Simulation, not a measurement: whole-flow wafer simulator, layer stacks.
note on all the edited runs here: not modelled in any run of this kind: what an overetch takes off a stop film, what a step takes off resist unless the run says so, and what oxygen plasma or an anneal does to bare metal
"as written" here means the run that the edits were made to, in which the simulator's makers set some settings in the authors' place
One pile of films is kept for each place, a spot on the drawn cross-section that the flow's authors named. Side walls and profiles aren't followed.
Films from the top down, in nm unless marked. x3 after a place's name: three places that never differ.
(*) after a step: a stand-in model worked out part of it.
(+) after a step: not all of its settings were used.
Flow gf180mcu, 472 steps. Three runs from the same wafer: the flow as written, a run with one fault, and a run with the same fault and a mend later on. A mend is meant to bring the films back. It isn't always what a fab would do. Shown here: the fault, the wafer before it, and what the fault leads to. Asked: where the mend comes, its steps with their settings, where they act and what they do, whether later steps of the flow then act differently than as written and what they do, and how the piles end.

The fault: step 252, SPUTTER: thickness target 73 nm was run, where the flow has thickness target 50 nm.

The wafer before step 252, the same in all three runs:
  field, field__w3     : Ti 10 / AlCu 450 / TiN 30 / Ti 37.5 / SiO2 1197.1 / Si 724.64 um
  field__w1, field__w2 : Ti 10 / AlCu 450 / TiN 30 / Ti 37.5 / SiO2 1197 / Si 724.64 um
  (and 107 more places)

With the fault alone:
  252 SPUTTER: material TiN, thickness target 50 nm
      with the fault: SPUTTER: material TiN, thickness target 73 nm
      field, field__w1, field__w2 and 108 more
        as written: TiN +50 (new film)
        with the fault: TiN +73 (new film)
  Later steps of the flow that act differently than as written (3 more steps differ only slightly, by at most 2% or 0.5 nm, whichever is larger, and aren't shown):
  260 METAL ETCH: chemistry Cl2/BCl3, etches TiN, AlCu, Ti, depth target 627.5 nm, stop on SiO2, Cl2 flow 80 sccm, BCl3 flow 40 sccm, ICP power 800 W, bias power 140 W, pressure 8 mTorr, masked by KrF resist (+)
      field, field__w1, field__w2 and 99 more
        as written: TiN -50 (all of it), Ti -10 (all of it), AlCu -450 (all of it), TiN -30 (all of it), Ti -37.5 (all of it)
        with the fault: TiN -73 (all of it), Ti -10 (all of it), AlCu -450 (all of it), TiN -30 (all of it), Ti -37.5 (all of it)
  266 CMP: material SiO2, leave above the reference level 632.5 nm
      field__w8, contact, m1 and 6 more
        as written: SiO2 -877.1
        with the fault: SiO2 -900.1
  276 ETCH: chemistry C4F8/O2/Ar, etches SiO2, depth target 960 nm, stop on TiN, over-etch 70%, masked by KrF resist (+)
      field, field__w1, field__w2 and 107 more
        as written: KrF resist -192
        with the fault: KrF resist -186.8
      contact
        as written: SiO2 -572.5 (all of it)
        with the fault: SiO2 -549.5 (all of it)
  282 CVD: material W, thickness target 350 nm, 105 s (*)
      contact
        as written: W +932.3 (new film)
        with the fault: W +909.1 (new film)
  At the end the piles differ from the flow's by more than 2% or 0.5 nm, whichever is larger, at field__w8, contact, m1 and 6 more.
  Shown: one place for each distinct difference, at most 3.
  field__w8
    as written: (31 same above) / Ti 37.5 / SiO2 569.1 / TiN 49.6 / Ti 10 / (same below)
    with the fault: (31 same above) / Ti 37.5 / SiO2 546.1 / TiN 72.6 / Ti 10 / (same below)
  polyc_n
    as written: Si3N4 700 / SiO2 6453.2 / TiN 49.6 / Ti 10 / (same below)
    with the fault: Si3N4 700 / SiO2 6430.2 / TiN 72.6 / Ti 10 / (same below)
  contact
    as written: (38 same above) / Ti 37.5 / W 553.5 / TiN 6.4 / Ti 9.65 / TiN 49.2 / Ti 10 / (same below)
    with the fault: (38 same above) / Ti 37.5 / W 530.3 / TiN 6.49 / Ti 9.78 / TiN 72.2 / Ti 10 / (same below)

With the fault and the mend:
  The mend comes after step 252.
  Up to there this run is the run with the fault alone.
  252a METAL ETCH: chemistry Cl2/BCl3, etches TiN, AlCu, Ti, depth target 23 nm, Cl2 flow 80 sccm, BCl3 flow 40 sccm, ICP power 800 W, bias power 140 W, pressure 8 mTorr
      field, field__w1, field__w2 and 108 more
        TiN -23
  No later step of the flow acts differently than as written at any place that is followed.
  At the end the piles are the same as the flow's at every place that both follow.
